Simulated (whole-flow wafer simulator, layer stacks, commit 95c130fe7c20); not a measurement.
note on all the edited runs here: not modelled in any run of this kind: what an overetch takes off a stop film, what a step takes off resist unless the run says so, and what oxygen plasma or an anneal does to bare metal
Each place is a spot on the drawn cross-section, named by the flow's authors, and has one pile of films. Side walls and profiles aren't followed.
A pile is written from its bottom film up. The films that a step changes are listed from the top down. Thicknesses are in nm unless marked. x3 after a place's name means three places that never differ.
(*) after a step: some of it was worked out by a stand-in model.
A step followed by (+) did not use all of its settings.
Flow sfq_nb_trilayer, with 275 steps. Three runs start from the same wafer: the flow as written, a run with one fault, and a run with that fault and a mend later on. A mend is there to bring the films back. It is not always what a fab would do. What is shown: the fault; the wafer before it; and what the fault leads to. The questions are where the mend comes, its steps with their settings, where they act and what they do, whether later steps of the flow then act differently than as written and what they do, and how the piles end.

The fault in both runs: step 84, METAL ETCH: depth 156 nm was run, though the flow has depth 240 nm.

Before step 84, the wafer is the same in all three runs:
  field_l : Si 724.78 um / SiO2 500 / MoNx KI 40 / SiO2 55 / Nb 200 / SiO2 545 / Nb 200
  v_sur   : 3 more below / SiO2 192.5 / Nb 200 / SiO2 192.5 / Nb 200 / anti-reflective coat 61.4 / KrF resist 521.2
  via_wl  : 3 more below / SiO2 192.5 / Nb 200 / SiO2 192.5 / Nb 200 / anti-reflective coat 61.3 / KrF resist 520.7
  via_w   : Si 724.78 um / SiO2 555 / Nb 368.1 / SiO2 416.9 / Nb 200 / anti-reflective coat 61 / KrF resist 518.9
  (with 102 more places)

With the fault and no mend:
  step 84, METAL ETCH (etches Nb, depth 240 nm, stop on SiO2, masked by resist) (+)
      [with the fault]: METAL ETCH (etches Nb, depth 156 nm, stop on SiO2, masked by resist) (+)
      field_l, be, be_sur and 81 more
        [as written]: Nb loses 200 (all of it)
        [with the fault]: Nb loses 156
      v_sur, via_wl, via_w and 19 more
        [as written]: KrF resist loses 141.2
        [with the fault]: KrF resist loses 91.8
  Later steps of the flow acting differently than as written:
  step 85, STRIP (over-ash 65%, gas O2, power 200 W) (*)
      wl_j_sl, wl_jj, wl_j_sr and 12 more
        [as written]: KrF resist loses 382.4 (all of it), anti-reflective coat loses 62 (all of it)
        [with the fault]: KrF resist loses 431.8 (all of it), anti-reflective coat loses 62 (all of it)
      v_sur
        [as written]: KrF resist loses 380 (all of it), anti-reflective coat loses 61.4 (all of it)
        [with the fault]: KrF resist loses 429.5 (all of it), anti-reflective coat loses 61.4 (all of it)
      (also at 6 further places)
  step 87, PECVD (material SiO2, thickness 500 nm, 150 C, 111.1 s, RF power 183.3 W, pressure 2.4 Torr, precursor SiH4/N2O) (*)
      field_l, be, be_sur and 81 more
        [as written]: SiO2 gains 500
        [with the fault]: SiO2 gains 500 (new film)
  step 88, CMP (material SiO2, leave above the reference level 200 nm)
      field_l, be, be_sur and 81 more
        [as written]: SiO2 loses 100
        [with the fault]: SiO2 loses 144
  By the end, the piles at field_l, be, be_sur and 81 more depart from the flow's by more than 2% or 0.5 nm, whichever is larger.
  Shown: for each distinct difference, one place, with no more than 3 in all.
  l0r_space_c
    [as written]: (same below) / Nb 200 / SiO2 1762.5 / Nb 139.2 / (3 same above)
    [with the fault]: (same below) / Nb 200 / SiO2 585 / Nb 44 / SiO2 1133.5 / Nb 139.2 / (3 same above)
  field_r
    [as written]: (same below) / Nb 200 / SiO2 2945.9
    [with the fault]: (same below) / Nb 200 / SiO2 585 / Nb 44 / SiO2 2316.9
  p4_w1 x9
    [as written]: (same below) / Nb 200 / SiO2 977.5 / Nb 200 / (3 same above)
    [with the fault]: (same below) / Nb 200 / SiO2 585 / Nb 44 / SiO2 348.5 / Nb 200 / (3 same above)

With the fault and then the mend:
  After step 84 comes the mend.
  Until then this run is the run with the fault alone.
  step 84a, METAL ETCH (etches Nb, depth 84 nm, stop on SiO2, masked by resist) (+) (a further turn of the flow's step 84, with different settings)
      field_l, be, be_sur and 81 more
        Nb loses 44 (all of it)
      v_sur, via_wl, via_w and 19 more
        KrF resist loses 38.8
  Later steps of the flow acting differently than as written:
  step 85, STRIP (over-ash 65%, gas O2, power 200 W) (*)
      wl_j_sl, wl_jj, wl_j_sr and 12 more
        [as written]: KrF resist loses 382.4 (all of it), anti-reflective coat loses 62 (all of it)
        [with the mend]: KrF resist loses 393 (all of it), anti-reflective coat loses 62 (all of it)
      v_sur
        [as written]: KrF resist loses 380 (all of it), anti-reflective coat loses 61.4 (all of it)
        [with the mend]: KrF resist loses 390.6 (all of it), anti-reflective coat loses 61.4 (all of it)
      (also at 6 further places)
  The piles end the same as the flow's at every place that both follow.
